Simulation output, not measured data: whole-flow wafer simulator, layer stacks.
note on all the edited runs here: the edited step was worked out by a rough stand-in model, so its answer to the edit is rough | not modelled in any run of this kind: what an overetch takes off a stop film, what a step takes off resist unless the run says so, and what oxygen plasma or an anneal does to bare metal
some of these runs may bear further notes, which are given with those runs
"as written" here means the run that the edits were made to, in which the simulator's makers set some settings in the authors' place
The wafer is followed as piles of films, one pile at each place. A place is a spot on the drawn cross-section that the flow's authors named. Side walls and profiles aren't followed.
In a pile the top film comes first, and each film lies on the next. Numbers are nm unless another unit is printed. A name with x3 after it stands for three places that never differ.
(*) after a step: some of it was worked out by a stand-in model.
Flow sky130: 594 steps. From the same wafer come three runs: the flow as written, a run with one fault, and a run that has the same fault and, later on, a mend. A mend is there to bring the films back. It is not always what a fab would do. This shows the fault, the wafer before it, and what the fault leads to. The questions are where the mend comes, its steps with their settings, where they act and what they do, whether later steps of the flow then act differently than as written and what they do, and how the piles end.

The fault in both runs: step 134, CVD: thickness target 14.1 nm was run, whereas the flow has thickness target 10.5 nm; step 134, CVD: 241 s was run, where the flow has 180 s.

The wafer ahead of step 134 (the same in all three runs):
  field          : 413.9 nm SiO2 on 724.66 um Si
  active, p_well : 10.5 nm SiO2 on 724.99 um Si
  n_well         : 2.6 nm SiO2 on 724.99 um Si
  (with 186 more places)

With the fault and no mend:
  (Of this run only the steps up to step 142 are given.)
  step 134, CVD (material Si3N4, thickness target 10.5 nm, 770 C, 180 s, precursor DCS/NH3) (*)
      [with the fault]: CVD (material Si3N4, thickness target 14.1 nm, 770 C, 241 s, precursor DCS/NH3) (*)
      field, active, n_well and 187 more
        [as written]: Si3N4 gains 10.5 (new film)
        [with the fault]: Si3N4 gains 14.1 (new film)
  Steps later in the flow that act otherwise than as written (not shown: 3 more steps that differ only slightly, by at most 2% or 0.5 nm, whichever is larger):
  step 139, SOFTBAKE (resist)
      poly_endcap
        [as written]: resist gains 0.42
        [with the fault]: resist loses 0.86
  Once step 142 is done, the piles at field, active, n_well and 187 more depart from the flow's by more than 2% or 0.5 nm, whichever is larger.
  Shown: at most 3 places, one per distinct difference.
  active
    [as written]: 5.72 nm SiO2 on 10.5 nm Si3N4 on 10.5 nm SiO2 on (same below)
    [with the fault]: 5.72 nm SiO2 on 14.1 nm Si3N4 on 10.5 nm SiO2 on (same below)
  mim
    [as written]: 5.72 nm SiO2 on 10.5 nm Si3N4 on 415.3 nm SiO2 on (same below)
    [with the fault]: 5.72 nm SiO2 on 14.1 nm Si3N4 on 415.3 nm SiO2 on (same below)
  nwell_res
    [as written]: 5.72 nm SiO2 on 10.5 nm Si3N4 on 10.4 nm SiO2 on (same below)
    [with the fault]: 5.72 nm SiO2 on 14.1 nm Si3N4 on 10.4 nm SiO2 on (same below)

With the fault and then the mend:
  The mend stands after step 134.
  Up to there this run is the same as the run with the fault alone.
  step 134a, WET ETCH (chemistry H3PO4, depth target 3.6 nm, 160 C) (a further turn of the flow's step 15, with different settings)
      field, active, n_well and 187 more
        Si3N4 loses 3.6
  Every later step of the flow that is run acts as written, at every place that is followed, to within 2% or 0.5 nm, whichever is larger.
  The piles end the same as the flow's at every place that both follow.
